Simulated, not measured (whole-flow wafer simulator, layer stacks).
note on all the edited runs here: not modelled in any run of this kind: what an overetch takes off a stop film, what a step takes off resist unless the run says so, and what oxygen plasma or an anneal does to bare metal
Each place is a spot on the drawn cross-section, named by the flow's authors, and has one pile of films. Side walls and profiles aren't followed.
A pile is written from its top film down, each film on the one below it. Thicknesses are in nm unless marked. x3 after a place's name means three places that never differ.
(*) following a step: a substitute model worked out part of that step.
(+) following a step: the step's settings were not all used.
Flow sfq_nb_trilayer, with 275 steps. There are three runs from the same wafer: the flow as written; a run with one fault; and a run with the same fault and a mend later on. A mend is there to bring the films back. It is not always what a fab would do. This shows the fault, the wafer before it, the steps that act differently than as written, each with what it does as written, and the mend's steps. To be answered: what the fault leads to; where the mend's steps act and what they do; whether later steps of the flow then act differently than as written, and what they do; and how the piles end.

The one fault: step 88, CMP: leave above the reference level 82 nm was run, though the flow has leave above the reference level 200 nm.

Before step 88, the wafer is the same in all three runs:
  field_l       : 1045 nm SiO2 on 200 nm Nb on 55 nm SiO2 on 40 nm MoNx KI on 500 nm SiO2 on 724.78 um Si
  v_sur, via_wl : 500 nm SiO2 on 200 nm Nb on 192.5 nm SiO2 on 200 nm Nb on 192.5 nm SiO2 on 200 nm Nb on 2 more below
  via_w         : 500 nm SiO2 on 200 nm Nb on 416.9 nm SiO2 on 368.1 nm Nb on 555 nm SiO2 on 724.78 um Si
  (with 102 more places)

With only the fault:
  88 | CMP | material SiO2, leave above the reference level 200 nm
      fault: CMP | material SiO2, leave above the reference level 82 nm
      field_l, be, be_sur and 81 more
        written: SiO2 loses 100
        fault: SiO2 loses 218
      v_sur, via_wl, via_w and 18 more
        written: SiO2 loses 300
        fault: SiO2 loses 418
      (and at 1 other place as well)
  Steps later in the flow that act otherwise than as written (not shown: 3 more steps that differ only slightly, by at most 2% or 0.5 nm, whichever is larger):
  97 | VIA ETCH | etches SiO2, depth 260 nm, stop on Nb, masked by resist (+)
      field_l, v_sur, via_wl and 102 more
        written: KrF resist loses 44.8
        fault: KrF resist loses 21.2
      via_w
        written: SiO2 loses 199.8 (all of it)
        fault: SiO2 loses 81.8 (all of it)
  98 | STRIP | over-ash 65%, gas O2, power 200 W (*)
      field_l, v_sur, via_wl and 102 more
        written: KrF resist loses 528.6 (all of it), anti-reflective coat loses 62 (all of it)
        fault: KrF resist loses 552.3 (all of it), anti-reflective coat loses 62 (all of it)
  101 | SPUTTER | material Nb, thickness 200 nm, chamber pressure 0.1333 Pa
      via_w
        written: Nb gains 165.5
        fault: Nb gains 191.6
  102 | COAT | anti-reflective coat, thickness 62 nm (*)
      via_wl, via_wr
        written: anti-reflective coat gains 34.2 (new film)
        fault: anti-reflective coat gains 39.8 (new film)
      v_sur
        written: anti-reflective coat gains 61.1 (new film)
        fault: anti-reflective coat gains 58.1 (new film)
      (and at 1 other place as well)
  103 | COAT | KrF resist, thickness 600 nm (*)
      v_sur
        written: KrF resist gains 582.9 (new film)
        fault: KrF resist gains 595.7 (new film)
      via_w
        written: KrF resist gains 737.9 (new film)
        fault: KrF resist gains 641.2 (new film)
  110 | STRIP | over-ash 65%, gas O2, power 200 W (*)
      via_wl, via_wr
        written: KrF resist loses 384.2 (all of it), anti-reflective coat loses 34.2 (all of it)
        fault: KrF resist loses 393.4 (all of it), anti-reflective coat loses 39.8 (all of it)
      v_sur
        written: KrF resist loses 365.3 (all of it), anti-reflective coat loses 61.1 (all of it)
        fault: KrF resist loses 378.1 (all of it), anti-reflective coat loses 58.1 (all of it)
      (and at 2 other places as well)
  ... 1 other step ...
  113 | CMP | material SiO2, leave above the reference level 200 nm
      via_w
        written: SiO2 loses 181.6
        fault: SiO2 loses 210.7
  The piles end different from the flow's at field_l, v_sur, via_wl and 103 more by more than 2% or 0.5 nm, whichever is larger.
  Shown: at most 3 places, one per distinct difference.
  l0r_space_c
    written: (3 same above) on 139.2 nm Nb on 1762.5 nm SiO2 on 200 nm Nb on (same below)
    fault: (3 same above) on 139.2 nm Nb on 1644.5 nm SiO2 on 200 nm Nb on (same below)
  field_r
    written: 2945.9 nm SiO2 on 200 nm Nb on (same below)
    fault: 2827.9 nm SiO2 on 200 nm Nb on (same below)
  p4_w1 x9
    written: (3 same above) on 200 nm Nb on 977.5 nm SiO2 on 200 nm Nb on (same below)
    fault: (3 same above) on 200 nm Nb on 859.5 nm SiO2 on 200 nm Nb on (same below)

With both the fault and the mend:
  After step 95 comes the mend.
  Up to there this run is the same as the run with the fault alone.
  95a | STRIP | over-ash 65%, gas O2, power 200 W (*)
      field_l, v_sur, via_wl and 102 more
        KrF resist loses 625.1 (all of it), anti-reflective coat loses 62 (all of it)
      via_w
        anti-reflective coat loses 62 (all of it)
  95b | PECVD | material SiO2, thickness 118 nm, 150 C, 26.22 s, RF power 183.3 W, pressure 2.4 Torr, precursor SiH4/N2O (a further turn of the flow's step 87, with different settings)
      field_l, v_sur, via_wl and 103 more
        SiO2 gains 118
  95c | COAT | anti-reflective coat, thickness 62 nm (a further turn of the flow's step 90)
      field_l, v_sur, via_wl and 103 more
        anti-reflective coat gains 62 (new film)
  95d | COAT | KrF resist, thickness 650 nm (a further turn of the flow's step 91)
      field_l, v_sur, via_wl and 103 more
        KrF resist gains 650 (new film)
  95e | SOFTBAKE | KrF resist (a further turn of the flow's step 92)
      does not change any film at any place that is followed
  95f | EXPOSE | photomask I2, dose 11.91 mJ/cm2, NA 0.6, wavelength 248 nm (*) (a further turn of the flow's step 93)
      does not change any film at any place that is followed
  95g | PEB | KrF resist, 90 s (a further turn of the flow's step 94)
      field_l, v_sur, via_wl and 103 more
        KrF resist loses 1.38
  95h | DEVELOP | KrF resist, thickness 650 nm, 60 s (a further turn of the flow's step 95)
      field_l, v_sur, via_wl and 102 more
        KrF resist loses 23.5
      via_w
        KrF resist loses 648.6 (all of it)
  None of the later steps of the flow acts differently than as written at any place that is followed.
  The piles end the same as the flow's at every place that both follow.
